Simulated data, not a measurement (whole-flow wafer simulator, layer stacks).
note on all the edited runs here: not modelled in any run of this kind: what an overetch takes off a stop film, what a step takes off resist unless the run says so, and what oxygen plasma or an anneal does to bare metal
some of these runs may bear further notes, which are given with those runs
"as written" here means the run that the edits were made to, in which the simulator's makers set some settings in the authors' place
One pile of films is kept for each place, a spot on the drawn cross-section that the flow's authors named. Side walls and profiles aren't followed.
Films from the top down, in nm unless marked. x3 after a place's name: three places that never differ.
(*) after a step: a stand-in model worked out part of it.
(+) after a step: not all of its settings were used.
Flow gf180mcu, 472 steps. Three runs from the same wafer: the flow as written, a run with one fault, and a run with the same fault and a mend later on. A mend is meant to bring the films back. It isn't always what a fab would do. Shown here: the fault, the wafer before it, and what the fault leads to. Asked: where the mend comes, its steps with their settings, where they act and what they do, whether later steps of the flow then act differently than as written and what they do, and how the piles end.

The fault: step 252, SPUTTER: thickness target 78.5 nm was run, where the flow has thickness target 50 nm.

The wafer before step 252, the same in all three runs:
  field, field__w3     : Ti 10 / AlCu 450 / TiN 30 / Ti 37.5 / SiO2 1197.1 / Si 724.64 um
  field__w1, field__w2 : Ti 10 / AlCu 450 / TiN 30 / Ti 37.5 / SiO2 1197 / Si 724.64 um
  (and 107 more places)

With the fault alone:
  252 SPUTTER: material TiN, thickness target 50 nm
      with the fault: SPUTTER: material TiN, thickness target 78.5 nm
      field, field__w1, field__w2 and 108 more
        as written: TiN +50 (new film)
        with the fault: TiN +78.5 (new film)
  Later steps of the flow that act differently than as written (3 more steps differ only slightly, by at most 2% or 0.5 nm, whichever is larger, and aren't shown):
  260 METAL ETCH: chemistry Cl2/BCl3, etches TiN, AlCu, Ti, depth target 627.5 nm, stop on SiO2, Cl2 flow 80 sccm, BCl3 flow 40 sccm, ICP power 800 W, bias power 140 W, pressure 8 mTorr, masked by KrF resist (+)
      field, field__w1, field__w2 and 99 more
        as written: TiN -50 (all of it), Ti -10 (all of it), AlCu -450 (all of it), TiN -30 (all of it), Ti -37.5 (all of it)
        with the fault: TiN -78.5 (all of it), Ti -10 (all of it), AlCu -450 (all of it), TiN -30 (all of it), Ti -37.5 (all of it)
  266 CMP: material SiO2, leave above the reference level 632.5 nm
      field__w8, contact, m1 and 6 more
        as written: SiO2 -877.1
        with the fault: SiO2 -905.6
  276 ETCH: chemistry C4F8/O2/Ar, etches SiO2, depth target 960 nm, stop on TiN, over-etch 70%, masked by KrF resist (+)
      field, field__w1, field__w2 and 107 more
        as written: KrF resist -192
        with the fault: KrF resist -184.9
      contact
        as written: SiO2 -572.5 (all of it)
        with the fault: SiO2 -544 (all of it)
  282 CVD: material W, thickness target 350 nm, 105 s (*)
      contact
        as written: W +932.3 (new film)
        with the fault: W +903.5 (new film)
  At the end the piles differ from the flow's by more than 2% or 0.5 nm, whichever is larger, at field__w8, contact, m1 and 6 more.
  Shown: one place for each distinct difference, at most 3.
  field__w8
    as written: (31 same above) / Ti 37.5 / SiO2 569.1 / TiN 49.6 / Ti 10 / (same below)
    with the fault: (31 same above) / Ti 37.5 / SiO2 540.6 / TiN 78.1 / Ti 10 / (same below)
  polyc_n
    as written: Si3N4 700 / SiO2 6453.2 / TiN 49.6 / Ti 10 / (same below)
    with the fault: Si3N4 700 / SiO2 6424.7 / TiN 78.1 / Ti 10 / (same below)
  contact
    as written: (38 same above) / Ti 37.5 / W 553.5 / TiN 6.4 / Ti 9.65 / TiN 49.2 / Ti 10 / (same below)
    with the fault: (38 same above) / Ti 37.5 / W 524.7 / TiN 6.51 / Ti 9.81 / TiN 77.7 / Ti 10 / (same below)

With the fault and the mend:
  The mend comes after step 252.
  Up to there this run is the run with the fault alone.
  252a METAL ETCH: chemistry Cl2/BCl3, etches TiN, AlCu, Ti, depth target 28.5 nm, Cl2 flow 80 sccm, BCl3 flow 40 sccm, ICP power 800 W, bias power 140 W, pressure 8 mTorr
      field, field__w1, field__w2 and 108 more
        TiN -28.5
  No later step of the flow acts differently than as written at any place that is followed.
  At the end the piles are the same as the flow's at every place that both follow.
